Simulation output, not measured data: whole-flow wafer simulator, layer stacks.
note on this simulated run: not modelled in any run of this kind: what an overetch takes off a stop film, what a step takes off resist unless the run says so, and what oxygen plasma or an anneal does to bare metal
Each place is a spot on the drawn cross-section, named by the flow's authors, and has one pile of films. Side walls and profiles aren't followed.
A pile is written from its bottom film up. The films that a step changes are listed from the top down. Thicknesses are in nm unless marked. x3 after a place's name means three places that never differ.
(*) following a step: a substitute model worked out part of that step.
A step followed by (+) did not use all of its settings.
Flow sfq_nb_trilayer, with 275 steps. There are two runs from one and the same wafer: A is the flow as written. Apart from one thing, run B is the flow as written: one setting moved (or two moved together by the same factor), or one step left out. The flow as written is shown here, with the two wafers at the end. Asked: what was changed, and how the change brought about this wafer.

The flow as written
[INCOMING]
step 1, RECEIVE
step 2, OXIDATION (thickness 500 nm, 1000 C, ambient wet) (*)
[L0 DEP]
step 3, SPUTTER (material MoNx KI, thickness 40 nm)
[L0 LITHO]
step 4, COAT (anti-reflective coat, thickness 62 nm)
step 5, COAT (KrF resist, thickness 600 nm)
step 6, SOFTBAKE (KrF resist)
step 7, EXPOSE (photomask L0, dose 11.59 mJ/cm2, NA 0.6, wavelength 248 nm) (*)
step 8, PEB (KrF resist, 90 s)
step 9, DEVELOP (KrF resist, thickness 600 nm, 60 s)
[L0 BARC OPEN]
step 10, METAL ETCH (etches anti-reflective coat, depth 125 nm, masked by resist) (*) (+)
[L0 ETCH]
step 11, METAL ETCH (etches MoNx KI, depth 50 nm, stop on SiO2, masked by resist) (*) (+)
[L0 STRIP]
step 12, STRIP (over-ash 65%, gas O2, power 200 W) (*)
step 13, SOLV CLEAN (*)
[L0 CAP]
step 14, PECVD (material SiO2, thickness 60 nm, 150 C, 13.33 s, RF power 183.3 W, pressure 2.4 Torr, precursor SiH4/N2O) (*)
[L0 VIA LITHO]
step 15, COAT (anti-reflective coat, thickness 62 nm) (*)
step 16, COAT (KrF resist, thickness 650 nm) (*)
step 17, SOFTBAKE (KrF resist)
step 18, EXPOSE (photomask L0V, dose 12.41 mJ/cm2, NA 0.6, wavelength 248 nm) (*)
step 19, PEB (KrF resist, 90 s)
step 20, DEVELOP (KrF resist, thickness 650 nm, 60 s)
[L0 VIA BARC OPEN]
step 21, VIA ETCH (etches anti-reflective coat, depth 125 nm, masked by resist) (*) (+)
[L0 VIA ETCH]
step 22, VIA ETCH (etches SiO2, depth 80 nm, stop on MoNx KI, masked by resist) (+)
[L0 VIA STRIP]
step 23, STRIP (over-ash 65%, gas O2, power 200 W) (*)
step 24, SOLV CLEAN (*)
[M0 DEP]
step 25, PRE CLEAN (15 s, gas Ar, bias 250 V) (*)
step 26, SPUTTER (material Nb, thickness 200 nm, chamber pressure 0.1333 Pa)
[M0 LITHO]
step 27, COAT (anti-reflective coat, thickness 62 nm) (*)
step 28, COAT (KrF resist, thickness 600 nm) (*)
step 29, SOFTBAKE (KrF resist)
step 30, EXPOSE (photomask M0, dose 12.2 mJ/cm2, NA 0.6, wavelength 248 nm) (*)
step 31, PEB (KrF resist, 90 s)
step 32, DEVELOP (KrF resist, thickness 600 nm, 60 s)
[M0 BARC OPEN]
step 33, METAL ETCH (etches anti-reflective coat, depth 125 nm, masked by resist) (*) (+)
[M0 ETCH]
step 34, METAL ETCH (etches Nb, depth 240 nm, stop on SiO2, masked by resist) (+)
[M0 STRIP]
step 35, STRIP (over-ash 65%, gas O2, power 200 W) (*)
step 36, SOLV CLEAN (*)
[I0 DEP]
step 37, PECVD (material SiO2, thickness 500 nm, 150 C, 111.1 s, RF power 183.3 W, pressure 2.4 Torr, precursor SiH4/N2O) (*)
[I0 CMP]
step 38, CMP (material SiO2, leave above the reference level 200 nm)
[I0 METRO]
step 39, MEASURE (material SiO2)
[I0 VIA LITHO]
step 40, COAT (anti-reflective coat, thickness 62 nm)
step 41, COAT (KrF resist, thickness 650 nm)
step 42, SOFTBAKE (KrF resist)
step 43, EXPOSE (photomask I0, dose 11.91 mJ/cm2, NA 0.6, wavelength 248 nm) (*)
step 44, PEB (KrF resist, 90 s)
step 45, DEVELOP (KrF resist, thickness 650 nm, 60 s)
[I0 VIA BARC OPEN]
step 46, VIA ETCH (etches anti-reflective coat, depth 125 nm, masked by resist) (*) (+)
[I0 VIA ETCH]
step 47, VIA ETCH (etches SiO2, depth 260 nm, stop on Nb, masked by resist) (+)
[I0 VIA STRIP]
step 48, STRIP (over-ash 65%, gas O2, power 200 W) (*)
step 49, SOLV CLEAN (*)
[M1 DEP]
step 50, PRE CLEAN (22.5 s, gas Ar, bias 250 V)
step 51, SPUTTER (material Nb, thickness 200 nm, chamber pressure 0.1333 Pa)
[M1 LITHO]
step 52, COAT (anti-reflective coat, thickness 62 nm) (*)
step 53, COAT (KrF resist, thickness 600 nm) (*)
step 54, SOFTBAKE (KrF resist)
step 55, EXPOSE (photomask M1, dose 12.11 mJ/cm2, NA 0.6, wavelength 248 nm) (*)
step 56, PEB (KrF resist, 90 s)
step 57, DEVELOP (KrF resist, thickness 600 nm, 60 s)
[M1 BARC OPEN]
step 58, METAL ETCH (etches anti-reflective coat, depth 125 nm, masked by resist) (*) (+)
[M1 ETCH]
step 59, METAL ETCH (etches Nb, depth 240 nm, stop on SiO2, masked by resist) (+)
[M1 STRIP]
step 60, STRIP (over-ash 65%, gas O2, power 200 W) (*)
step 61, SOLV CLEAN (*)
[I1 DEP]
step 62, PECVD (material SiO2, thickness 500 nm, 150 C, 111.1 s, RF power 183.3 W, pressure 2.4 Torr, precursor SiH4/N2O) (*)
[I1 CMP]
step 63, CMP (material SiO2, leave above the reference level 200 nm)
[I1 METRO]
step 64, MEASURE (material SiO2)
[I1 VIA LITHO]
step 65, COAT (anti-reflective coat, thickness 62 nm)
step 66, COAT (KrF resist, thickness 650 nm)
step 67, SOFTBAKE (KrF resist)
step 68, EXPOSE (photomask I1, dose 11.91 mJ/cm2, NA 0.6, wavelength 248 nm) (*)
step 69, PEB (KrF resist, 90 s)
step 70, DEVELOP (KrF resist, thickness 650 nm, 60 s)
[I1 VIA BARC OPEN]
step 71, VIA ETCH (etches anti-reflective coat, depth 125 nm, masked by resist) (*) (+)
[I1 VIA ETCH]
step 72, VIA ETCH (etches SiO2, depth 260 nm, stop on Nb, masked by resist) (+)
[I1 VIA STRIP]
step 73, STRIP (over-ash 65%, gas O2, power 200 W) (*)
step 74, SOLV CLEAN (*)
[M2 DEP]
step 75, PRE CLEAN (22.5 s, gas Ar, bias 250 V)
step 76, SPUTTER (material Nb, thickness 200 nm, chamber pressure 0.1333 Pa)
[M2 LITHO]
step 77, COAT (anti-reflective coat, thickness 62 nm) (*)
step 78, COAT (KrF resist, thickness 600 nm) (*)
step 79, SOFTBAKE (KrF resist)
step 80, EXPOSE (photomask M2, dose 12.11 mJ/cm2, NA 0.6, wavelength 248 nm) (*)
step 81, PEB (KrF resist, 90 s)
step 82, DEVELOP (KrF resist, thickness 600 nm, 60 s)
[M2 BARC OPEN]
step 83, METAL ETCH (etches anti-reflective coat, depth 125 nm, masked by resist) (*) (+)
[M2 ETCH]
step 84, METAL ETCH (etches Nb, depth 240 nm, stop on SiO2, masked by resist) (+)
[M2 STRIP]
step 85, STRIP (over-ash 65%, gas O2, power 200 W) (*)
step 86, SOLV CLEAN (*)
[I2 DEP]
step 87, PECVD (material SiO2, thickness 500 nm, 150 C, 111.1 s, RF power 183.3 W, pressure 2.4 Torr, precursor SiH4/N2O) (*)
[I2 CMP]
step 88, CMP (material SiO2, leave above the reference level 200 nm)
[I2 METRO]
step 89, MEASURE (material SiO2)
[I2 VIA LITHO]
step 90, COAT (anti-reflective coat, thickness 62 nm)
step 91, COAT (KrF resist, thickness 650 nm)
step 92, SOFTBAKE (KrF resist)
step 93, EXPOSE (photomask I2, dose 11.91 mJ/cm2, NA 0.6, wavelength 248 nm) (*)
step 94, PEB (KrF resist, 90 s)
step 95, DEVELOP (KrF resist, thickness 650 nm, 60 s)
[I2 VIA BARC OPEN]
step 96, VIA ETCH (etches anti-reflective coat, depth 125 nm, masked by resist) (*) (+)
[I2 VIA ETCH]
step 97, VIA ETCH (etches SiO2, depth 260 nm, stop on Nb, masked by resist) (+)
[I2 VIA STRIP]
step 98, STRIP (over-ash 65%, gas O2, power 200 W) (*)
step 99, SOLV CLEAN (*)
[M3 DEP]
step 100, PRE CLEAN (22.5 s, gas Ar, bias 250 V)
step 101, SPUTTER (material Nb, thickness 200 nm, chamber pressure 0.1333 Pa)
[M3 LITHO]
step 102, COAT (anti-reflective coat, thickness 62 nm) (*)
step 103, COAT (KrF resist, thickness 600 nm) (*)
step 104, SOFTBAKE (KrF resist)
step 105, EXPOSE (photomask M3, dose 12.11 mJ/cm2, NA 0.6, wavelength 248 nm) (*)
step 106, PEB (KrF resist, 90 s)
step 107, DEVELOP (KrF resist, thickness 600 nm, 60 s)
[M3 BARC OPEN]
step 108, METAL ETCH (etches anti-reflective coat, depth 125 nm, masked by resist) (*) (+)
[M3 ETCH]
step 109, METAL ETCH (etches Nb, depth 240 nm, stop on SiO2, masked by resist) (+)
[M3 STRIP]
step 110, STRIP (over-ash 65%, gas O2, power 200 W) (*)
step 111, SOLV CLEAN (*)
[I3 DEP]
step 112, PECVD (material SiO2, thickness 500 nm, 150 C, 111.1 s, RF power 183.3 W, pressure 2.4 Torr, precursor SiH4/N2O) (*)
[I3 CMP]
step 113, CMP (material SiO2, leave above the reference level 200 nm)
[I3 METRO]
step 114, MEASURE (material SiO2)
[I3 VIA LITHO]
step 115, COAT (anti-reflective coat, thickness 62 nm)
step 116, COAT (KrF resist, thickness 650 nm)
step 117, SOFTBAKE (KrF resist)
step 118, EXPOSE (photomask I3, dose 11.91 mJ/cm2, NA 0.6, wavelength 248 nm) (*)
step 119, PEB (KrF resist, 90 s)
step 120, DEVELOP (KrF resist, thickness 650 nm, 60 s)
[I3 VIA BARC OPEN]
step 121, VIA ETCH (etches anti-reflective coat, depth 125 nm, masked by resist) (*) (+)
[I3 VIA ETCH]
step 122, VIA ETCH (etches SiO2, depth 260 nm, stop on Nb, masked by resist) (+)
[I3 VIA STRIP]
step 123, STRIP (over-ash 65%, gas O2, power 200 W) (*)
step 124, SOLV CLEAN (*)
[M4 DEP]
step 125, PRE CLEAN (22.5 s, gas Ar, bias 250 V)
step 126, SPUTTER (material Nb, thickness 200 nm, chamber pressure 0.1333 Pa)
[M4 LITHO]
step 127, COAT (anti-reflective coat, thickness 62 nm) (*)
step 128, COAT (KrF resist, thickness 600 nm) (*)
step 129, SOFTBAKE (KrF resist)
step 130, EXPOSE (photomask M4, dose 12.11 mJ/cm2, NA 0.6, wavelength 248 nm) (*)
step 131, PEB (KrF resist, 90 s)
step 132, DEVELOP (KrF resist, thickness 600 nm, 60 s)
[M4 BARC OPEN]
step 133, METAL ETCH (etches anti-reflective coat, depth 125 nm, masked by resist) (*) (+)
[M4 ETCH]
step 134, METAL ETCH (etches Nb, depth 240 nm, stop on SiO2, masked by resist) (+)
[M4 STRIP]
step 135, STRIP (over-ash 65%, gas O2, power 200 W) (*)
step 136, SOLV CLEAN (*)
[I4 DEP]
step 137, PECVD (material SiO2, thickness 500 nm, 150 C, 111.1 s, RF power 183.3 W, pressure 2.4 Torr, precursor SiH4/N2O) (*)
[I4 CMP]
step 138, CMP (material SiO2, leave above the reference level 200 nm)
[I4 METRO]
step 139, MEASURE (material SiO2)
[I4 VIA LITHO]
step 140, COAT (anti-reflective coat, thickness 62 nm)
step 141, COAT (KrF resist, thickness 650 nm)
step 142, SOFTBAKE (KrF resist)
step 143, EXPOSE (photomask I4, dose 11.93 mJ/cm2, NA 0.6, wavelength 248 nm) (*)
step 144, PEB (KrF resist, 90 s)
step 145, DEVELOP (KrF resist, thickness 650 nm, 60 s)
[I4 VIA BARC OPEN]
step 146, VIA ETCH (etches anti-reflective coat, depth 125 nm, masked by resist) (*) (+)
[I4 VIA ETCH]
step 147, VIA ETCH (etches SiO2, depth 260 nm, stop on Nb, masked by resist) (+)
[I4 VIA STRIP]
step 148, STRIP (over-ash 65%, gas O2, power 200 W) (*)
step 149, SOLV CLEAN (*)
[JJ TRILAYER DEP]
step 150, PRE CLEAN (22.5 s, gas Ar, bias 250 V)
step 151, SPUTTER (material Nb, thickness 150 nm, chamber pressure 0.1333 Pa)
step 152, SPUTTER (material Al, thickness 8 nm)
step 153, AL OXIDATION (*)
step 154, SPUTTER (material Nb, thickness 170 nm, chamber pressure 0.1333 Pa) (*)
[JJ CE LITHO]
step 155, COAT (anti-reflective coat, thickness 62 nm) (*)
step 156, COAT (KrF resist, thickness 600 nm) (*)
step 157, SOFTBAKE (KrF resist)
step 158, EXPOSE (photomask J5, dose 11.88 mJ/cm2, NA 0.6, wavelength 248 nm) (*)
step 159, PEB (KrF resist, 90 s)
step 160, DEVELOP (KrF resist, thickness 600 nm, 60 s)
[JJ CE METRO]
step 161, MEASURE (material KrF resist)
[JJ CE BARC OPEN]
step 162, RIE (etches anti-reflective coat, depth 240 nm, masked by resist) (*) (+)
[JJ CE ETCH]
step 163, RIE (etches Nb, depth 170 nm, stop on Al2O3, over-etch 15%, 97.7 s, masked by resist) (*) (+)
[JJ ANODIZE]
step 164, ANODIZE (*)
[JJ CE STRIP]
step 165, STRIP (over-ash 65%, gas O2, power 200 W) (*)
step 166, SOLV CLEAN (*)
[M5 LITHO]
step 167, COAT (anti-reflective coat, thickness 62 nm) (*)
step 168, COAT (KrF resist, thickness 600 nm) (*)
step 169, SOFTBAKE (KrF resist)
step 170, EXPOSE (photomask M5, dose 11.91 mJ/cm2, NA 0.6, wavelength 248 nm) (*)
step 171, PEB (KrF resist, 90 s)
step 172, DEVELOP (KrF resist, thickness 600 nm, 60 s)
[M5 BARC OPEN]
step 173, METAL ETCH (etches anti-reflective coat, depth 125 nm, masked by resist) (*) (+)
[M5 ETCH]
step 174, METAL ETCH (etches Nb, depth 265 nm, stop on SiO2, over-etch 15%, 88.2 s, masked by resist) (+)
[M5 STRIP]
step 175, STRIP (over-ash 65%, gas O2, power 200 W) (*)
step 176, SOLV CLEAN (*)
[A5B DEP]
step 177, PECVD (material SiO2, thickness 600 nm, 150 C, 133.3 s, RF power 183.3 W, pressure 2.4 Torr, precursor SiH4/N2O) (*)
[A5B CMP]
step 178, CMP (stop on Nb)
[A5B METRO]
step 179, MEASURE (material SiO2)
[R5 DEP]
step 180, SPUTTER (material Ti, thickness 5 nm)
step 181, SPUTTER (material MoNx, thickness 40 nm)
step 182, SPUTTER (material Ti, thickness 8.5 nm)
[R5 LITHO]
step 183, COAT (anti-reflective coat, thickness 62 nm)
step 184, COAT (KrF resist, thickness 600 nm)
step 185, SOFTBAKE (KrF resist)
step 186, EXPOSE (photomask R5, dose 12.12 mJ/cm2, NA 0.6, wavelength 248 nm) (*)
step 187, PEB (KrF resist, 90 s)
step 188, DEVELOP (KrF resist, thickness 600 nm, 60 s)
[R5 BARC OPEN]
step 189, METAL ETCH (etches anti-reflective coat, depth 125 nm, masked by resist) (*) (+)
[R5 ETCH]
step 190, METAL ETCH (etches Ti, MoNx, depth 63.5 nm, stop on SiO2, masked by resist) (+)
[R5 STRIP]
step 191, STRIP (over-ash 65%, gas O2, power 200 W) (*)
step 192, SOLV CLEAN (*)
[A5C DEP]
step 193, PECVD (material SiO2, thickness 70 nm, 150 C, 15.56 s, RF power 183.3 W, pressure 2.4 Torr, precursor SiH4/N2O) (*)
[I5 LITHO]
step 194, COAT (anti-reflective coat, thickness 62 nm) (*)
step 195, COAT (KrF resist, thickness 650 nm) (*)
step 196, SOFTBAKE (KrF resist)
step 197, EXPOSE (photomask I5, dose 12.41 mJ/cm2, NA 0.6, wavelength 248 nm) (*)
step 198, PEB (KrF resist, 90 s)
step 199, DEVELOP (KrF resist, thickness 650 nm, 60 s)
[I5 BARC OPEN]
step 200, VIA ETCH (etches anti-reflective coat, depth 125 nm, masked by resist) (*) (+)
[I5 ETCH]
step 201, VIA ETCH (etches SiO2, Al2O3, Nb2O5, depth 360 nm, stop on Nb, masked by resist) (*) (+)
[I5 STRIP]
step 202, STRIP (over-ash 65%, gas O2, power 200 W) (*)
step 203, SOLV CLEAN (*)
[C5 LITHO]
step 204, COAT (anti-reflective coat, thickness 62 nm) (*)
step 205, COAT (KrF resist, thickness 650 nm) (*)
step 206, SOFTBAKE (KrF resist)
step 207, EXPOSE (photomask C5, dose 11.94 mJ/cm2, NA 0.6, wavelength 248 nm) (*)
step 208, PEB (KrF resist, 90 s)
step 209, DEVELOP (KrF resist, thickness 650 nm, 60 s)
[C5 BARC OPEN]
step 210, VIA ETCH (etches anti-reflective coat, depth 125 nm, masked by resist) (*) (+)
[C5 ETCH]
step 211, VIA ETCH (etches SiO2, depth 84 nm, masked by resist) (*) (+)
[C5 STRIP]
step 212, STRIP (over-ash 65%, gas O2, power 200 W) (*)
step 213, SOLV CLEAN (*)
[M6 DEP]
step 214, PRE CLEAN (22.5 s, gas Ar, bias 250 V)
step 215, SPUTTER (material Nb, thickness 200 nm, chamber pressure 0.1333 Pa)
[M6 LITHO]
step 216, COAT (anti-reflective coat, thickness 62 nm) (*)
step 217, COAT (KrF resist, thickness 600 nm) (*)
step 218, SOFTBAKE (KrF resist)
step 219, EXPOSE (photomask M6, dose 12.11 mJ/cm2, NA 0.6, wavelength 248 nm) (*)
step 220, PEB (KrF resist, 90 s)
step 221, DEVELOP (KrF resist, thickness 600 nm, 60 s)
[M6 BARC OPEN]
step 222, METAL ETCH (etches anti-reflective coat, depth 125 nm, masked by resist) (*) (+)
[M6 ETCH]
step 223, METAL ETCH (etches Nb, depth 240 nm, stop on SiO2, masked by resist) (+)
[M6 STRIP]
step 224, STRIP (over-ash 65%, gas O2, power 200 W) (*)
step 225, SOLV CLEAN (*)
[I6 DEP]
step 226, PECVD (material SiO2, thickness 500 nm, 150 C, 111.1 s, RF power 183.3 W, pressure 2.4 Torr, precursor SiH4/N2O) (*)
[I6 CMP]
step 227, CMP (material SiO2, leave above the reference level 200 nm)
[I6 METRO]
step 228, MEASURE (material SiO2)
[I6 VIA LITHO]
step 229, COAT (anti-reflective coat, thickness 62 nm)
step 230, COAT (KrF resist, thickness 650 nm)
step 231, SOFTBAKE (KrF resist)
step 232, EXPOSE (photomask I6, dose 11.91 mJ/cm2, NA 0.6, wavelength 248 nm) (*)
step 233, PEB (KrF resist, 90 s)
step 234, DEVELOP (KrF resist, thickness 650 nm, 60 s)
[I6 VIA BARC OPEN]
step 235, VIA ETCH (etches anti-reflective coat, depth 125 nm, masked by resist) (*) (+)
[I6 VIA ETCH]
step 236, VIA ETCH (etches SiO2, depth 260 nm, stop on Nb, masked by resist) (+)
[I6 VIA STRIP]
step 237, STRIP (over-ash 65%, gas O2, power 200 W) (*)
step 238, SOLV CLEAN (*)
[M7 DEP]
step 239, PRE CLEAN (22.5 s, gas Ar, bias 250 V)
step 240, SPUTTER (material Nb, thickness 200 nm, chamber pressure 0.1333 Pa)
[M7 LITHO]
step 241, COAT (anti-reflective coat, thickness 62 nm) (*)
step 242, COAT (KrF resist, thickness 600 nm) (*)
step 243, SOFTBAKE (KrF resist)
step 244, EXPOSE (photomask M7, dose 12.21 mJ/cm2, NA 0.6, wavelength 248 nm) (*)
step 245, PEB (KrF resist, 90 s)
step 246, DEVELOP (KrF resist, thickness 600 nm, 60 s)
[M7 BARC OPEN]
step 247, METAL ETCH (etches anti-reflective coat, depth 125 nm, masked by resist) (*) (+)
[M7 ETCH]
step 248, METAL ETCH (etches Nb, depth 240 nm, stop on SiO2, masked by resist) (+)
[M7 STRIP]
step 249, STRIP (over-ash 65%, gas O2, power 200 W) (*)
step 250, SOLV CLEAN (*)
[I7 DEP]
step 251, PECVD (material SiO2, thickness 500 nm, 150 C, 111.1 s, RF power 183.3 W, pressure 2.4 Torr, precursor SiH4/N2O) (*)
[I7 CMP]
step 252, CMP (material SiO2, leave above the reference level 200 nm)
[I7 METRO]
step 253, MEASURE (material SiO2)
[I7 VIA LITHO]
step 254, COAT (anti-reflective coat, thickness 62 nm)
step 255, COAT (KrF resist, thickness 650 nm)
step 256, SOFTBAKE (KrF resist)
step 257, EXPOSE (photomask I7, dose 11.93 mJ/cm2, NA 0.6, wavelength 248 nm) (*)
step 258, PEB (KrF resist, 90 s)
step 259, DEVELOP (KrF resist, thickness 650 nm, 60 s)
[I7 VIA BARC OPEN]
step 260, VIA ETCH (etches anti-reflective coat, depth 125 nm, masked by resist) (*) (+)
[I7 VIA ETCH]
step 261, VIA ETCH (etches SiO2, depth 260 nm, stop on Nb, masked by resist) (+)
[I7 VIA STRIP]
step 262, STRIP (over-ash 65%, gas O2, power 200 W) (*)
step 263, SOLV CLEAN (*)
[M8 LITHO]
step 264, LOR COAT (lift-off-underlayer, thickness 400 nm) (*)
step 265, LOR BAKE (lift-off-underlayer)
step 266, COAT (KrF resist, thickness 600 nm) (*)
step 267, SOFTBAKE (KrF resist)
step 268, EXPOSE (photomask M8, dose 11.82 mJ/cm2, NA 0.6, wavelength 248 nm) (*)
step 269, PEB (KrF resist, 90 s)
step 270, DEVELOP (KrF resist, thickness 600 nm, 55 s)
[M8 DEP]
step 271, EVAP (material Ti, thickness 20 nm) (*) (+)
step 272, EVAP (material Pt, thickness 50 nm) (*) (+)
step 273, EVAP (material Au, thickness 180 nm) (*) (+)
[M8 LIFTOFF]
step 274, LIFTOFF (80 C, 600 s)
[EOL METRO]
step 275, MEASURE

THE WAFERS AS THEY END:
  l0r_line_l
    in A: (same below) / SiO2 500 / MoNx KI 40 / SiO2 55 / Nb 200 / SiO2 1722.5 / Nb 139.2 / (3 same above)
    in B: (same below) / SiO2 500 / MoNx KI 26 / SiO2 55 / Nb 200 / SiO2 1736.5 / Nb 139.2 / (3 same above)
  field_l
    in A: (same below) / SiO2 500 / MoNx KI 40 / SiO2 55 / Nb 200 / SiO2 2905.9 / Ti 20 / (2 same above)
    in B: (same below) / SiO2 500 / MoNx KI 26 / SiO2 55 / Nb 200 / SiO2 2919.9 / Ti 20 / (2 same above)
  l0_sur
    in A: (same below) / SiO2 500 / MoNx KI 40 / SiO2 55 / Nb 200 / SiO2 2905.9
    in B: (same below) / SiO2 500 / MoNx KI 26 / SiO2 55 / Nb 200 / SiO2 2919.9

The reason: step 3, SPUTTER: thickness 26 nm was run, while the flow as written has thickness 40 nm.
One can read it off the wafer: l0r_line_l has MoNx KI 26, and step 3 as written asks for 40 nm.

How this came from the change, step by step:
  step 3, SPUTTER (material MoNx KI, thickness 40 nm)
      field_l, v_sur, via_wl and 103 more: A +40 MoNx KI (new film) | B +26 MoNx KI (new film)
  step 11, METAL ETCH (etches MoNx KI, depth 50 nm, stop on SiO2, masked by resist) (*) (+)
      v_sur, via_wl, via_w and 97 more: A -40 MoNx KI (all of it) | B -26 MoNx KI (all of it)
      field_l, l0_sur, l0v, l0r_line_l, l0r_line_c, l0r_line_r: A -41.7 KrF resist | B -32.5 KrF resist
  step 15, COAT (anti-reflective coat, thickness 62 nm) (*)
      field_l: A +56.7 anti-reflective coat (new film) | B +58.3 anti-reflective coat (new film)
      v_sur: A +72.2 anti-reflective coat (new film) | B +68.7 anti-reflective coat (new film)
      (as well as at 3 more places)
  step 23, STRIP (over-ash 65%, gas O2, power 200 W) (*)
      field_l: A -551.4 KrF resist (all of it), -56.7 anti-reflective coat (all of it) | B -554.4 KrF resist (all of it), -58.3 anti-reflective coat (all of it)
      v_sur: A -570.5 KrF resist (all of it), -72.2 anti-reflective coat (all of it) | B -566.5 KrF resist (all of it), -68.7 anti-reflective coat (all of it)
      (as well as at 3 more places)
  step 27, COAT (anti-reflective coat, thickness 62 nm) (*)
      field_l: A +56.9 anti-reflective coat (new film) | B +58.5 anti-reflective coat (new film)
      v_sur: A +72.3 anti-reflective coat (new film) | B +68.7 anti-reflective coat (new film)
      (as well as at 3 more places)
  step 35, STRIP (over-ash 65%, gas O2, power 200 W) (*)
      field_l: A -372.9 KrF resist (all of it), -56.9 anti-reflective coat (all of it) | B -376.2 KrF resist (all of it), -58.5 anti-reflective coat (all of it)
      v_sur: A -391.6 KrF resist (all of it), -72.3 anti-reflective coat (all of it) | B -388.3 KrF resist (all of it), -68.7 anti-reflective coat (all of it)
      (as well as at 3 more places)
  step 38, CMP (material SiO2, leave above the reference level 200 nm)
      field_l, l0_sur, l0r_line_l, l0r_line_c, l0r_line_r: A -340 SiO2 | B -326 SiO2
      l0v: A -277.8 SiO2 | B -263.8 SiO2
